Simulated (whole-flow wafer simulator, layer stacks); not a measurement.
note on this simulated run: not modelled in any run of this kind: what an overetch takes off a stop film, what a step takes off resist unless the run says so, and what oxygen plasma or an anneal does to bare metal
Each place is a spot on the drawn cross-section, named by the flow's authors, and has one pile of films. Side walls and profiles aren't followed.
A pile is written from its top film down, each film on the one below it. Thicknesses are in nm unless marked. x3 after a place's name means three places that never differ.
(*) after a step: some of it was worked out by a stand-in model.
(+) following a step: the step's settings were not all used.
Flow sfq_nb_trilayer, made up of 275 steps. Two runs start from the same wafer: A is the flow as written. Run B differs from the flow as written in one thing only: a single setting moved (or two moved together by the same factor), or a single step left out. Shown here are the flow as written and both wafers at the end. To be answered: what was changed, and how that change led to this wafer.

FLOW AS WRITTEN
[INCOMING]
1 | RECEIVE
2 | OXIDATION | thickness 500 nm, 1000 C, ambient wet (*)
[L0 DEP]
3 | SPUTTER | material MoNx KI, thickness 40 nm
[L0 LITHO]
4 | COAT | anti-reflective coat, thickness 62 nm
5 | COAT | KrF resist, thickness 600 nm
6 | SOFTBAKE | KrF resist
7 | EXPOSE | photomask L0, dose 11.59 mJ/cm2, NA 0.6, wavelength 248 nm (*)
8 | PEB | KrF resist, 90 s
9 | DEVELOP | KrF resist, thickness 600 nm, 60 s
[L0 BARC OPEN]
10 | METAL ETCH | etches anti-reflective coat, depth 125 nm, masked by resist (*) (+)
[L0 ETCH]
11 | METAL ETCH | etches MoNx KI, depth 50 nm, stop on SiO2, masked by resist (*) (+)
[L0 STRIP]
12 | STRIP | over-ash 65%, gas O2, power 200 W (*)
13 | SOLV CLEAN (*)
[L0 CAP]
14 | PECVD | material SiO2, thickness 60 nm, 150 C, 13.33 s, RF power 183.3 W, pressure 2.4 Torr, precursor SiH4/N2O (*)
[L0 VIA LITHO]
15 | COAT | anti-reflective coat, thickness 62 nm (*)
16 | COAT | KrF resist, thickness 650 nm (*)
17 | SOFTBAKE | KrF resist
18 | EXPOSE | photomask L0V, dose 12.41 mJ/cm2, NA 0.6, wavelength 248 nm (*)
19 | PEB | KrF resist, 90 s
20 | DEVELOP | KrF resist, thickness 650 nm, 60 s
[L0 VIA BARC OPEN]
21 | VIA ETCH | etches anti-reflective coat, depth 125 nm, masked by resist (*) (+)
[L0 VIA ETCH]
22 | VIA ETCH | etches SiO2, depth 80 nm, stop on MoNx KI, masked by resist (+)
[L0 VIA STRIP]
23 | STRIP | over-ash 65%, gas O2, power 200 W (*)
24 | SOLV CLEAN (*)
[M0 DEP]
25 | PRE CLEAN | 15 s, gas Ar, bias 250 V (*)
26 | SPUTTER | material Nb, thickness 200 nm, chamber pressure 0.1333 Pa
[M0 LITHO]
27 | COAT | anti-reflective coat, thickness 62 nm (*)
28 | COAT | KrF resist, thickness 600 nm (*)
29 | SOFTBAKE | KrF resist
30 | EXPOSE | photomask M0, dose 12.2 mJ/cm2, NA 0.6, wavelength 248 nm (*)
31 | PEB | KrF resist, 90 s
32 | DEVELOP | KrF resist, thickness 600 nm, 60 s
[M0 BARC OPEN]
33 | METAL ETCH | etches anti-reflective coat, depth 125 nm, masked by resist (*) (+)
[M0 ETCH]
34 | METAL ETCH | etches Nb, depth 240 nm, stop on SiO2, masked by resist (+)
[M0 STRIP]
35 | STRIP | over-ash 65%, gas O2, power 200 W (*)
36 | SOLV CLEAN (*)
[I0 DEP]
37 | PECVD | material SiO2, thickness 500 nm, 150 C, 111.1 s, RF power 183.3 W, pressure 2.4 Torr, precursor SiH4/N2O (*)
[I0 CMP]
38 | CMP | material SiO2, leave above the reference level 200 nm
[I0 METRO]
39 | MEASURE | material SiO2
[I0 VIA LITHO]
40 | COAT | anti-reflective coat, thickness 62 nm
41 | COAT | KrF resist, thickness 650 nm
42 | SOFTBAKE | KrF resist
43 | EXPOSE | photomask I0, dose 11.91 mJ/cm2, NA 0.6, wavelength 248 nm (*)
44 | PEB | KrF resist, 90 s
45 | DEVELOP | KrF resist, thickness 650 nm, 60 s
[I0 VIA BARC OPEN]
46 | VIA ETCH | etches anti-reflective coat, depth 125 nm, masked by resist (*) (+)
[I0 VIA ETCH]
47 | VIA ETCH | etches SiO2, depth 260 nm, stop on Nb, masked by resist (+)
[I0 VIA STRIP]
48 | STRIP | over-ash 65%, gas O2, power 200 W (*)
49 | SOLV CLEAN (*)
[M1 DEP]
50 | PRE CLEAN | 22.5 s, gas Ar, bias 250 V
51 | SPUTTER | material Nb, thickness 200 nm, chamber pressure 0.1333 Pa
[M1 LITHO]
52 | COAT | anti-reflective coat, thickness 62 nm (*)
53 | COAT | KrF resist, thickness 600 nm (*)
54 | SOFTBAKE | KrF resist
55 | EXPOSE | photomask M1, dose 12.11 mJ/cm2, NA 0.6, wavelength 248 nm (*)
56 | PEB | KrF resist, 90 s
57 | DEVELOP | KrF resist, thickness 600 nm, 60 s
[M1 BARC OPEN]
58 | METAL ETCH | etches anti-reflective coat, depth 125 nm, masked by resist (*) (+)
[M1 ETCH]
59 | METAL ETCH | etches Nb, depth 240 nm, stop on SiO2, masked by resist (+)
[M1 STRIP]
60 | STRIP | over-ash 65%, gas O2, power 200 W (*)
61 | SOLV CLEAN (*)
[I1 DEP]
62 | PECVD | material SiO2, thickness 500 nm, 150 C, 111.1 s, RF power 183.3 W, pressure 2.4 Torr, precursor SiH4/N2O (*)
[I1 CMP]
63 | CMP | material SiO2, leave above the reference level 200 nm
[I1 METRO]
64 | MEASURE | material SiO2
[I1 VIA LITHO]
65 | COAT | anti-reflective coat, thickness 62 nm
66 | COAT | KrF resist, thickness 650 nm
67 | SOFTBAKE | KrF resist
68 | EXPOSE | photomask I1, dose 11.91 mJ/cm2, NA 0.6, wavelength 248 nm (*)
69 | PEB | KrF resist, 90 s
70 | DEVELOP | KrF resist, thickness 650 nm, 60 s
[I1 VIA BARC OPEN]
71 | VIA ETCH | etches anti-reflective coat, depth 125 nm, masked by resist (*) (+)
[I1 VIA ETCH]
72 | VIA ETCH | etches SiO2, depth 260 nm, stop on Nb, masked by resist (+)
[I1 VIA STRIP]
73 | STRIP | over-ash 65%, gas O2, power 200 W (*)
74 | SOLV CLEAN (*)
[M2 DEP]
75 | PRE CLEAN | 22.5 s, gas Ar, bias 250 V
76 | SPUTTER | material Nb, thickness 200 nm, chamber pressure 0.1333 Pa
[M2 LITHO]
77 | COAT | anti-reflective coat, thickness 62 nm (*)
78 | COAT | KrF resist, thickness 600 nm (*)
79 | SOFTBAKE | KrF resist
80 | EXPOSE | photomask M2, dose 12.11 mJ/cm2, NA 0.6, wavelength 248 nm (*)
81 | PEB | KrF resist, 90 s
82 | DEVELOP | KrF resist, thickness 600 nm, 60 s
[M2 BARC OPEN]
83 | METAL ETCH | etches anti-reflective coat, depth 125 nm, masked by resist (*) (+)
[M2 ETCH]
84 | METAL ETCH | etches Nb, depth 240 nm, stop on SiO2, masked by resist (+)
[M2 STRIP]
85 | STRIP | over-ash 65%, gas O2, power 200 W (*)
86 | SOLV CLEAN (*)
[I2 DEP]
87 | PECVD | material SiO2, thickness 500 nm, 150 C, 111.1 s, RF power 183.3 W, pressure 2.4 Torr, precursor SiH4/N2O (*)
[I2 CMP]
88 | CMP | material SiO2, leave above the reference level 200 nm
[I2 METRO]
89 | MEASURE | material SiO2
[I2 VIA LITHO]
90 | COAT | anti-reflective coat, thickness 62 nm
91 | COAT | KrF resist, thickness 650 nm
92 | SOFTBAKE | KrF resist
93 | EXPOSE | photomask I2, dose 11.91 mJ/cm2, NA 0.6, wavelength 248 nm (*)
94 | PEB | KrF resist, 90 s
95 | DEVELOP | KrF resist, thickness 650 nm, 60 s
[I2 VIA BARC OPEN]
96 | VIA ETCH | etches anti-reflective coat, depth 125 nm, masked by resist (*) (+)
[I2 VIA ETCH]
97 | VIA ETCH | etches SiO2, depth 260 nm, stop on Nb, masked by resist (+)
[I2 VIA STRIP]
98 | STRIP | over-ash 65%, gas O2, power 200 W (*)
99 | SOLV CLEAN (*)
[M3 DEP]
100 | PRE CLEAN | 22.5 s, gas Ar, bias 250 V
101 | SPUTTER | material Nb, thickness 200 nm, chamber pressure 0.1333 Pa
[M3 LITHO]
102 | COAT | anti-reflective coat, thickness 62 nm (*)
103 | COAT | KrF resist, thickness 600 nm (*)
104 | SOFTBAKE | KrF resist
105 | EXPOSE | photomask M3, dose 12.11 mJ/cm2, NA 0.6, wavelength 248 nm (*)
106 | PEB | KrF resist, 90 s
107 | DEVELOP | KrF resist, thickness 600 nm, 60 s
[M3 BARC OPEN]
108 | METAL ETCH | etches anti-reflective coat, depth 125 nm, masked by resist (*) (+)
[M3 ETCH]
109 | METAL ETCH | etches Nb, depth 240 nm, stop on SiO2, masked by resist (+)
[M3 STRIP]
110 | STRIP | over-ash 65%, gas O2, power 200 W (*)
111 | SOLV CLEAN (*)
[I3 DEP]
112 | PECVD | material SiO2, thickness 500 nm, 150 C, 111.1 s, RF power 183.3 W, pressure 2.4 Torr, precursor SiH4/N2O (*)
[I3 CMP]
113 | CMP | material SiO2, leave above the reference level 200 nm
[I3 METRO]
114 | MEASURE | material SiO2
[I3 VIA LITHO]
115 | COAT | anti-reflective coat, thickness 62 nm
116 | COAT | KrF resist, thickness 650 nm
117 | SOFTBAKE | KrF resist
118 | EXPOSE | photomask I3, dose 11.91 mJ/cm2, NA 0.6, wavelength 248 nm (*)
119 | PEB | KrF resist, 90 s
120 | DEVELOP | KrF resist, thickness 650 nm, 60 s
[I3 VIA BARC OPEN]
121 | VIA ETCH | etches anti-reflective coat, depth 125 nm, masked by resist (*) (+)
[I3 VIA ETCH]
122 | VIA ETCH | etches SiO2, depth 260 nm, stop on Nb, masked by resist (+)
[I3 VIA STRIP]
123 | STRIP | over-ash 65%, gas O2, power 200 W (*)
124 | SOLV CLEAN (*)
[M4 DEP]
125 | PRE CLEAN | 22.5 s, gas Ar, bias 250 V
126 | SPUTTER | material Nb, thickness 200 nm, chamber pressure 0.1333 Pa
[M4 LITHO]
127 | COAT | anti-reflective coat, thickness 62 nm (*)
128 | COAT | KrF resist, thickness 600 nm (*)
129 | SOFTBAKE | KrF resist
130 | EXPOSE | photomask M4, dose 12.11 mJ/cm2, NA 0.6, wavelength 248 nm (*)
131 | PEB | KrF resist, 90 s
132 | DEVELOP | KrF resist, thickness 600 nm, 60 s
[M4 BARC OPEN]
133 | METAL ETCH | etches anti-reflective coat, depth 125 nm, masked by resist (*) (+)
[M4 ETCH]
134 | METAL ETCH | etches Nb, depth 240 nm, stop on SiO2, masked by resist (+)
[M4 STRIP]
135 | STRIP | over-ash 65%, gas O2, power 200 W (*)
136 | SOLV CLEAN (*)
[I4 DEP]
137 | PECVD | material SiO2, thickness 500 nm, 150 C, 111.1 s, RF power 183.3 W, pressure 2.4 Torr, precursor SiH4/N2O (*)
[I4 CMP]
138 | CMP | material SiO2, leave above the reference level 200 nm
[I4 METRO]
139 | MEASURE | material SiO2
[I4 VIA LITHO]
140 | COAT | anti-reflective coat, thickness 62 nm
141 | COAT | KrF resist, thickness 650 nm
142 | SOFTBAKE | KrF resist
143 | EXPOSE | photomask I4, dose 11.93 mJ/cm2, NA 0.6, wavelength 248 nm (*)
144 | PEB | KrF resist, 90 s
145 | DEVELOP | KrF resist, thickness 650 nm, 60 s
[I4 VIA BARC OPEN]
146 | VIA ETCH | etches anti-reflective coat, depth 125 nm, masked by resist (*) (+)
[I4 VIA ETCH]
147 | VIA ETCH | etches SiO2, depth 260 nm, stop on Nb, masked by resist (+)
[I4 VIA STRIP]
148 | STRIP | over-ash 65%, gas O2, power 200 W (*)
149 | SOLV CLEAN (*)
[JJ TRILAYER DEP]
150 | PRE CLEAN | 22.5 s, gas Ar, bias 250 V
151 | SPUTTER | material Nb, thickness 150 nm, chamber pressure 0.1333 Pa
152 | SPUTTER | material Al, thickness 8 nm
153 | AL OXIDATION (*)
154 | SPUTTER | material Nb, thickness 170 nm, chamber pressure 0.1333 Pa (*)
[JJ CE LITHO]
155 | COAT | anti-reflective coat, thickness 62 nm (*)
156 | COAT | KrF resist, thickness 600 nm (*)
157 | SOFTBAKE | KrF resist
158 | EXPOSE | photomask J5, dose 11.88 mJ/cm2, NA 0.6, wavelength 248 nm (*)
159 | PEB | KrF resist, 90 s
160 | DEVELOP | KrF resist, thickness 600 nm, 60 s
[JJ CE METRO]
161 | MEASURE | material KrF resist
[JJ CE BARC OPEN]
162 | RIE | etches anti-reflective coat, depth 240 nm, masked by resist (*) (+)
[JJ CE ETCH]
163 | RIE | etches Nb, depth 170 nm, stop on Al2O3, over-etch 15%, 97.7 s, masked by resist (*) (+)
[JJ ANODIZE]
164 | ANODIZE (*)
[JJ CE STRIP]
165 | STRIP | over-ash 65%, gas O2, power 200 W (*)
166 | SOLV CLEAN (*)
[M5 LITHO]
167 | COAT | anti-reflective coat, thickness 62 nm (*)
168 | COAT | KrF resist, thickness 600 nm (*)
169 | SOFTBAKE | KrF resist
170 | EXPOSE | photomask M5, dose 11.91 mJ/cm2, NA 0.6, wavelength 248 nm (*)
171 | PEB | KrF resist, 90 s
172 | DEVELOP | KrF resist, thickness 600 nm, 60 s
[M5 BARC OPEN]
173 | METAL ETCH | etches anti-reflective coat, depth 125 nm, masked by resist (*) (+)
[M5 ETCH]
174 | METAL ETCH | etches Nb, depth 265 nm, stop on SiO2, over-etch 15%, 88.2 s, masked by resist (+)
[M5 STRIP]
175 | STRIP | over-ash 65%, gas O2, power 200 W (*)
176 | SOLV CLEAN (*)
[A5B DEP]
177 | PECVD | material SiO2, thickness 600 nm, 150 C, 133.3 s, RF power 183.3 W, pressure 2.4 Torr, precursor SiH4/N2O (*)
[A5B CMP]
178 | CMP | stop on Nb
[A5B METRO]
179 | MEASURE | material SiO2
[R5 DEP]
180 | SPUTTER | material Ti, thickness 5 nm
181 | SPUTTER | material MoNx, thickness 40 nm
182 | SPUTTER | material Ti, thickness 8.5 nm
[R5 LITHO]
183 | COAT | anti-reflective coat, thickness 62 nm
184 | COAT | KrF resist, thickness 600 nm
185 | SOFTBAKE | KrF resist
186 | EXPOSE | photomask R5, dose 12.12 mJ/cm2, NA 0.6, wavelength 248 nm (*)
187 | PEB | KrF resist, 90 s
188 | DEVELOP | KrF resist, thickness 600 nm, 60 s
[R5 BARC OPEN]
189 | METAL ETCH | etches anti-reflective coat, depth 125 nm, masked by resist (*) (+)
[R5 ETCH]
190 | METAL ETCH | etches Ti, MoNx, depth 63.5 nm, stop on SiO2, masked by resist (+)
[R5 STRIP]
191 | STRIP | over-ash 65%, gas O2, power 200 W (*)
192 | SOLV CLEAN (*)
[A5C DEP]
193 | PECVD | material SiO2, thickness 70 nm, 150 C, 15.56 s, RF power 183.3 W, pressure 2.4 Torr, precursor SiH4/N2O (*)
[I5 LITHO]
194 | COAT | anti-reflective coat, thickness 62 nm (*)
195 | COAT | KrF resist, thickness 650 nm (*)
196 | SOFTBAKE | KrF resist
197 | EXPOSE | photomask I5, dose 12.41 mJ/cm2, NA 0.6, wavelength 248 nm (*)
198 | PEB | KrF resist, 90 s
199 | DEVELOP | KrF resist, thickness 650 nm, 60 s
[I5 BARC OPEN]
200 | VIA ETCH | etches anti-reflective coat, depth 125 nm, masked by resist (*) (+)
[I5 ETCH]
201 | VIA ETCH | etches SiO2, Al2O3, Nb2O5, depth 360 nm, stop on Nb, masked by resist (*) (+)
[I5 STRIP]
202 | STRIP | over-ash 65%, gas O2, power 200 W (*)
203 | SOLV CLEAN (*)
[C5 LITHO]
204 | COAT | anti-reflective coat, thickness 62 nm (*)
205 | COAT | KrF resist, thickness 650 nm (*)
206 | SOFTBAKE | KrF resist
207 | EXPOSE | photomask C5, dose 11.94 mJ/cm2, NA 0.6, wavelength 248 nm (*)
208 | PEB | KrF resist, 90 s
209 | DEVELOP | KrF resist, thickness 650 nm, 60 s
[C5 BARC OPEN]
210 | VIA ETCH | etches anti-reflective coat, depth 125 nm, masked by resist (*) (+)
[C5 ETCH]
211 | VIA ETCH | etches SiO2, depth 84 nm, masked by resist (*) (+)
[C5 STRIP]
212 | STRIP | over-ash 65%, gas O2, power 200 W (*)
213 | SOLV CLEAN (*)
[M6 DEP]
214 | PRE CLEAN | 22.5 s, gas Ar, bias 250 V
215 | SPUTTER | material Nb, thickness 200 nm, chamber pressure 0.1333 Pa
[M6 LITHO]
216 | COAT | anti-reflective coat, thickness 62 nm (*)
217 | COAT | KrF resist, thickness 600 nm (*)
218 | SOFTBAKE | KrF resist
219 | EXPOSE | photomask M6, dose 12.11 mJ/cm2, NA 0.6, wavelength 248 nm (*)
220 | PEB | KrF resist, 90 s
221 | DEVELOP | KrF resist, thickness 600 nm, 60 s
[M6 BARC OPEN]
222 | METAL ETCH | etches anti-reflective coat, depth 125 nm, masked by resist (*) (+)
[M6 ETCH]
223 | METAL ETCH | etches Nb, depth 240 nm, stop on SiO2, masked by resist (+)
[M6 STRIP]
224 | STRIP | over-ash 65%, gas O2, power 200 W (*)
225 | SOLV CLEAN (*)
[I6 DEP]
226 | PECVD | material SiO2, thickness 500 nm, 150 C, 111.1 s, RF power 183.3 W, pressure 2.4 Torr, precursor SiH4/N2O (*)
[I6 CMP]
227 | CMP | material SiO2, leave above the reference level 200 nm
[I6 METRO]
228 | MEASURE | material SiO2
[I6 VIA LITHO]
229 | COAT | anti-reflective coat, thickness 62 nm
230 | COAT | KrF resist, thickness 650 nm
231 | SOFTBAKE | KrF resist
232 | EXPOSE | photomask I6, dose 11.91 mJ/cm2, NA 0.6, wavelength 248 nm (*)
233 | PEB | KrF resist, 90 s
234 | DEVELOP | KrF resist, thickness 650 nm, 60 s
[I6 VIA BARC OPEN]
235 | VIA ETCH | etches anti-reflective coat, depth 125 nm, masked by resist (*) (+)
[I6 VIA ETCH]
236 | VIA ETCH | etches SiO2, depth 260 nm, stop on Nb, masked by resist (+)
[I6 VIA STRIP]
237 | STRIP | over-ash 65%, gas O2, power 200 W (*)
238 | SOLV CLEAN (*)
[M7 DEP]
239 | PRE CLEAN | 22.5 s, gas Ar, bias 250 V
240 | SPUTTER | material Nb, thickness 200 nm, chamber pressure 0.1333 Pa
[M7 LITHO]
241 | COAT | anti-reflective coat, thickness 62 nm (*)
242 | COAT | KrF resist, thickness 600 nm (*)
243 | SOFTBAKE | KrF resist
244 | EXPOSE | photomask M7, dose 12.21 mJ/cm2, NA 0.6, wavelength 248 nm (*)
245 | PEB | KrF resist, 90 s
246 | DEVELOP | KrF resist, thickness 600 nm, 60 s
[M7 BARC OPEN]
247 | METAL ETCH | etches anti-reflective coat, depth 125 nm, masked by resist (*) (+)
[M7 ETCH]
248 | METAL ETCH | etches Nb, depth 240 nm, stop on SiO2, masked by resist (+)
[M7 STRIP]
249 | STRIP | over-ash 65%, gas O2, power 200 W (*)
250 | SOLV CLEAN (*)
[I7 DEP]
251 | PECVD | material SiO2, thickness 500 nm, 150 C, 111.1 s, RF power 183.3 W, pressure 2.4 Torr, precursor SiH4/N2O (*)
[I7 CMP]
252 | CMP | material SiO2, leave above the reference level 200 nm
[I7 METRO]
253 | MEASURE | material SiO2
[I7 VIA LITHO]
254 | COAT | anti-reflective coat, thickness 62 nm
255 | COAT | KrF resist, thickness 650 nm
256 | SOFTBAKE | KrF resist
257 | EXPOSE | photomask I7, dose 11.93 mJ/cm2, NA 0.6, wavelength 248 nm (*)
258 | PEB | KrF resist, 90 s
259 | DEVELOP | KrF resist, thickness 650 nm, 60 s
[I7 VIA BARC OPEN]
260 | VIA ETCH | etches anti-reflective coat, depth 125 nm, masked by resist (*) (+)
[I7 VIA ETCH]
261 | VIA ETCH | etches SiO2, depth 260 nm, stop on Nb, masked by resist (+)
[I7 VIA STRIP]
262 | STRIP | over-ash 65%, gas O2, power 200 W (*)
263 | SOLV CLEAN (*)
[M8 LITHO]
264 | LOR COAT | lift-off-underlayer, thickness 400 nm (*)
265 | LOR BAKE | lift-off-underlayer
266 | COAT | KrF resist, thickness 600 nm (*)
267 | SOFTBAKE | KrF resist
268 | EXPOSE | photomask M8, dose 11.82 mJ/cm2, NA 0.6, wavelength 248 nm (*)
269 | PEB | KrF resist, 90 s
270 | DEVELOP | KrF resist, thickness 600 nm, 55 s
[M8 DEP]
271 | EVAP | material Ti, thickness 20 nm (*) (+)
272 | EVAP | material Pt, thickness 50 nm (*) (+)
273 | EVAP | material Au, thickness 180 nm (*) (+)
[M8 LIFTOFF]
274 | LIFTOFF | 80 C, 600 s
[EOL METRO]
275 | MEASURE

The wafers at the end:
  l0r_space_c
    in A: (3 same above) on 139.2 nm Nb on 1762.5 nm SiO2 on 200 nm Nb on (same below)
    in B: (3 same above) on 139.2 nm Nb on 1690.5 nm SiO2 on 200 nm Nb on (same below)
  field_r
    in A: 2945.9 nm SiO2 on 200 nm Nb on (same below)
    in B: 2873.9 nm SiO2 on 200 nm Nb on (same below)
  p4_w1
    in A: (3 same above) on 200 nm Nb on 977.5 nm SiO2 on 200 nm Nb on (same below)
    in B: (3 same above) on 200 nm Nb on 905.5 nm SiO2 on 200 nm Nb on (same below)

The reason: step 51, SPUTTER: thickness 128 nm was run, while the flow as written has thickness 200 nm.

How this came from the change, step by step:
  51 | SPUTTER | material Nb, thickness 200 nm, chamber pressure 0.1333 Pa
      field_l, v_sur, via_wl and 102 more: A Nb gains 200 (new film) | B Nb gains 128 (new film)
      via_w: A Nb gains 174.5 | B Nb gains 112.5
  52 | COAT | anti-reflective coat, thickness 62 nm (*)
      via_wl: A anti-reflective coat gains 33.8 (new film) | B anti-reflective coat gains 32.9 (new film)
      via_w: A anti-reflective coat gains 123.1 (new film) | B anti-reflective coat gains 120 (new film)
      (and at 1 other place as well)
  59 | METAL ETCH | etches Nb, depth 240 nm, stop on SiO2, masked by resist (+)
      field_l, be, be_sur and 79 more: A Nb loses 200 (all of it) | B Nb loses 128 (all of it)
      v_sur, via_wl, via_w and 21 more: A KrF resist loses 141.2 | B KrF resist loses 112.9
  60 | STRIP | over-ash 65%, gas O2, power 200 W (*)
      wl_j_sl, wl_jj, wl_j_sr and 13 more: A KrF resist loses 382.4 (all of it), anti-reflective coat loses 62 (all of it) | B KrF resist loses 410.6 (all of it), anti-reflective coat loses 62 (all of it)
      v_sur: A KrF resist loses 365.9 (all of it), anti-reflective coat loses 61.1 (all of it) | B KrF resist loses 394.7 (all of it), anti-reflective coat loses 60.9 (all of it)
      (and at 7 other places as well)
  62 | PECVD | material SiO2, thickness 500 nm, 150 C, 111.1 s, RF power 183.3 W, pressure 2.4 Torr, precursor SiH4/N2O (*)
      wl_d_sl, wl_d_sr: A SiO2 gains 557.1 | B SiO2 gains 500
      via_w: A SiO2 gains 606 (new film) | B SiO2 gains 588.3 (new film)
  63 | CMP | material SiO2, leave above the reference level 200 nm
      field_l, be, be_sur and 72 more: A SiO2 loses 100 | B SiO2 loses 172
      lsp_m, ln_m6, lsp_r, l0_sur, l0v: A SiO2 loses 94.9 | B SiO2 loses 172
      (and at 3 other places as well)
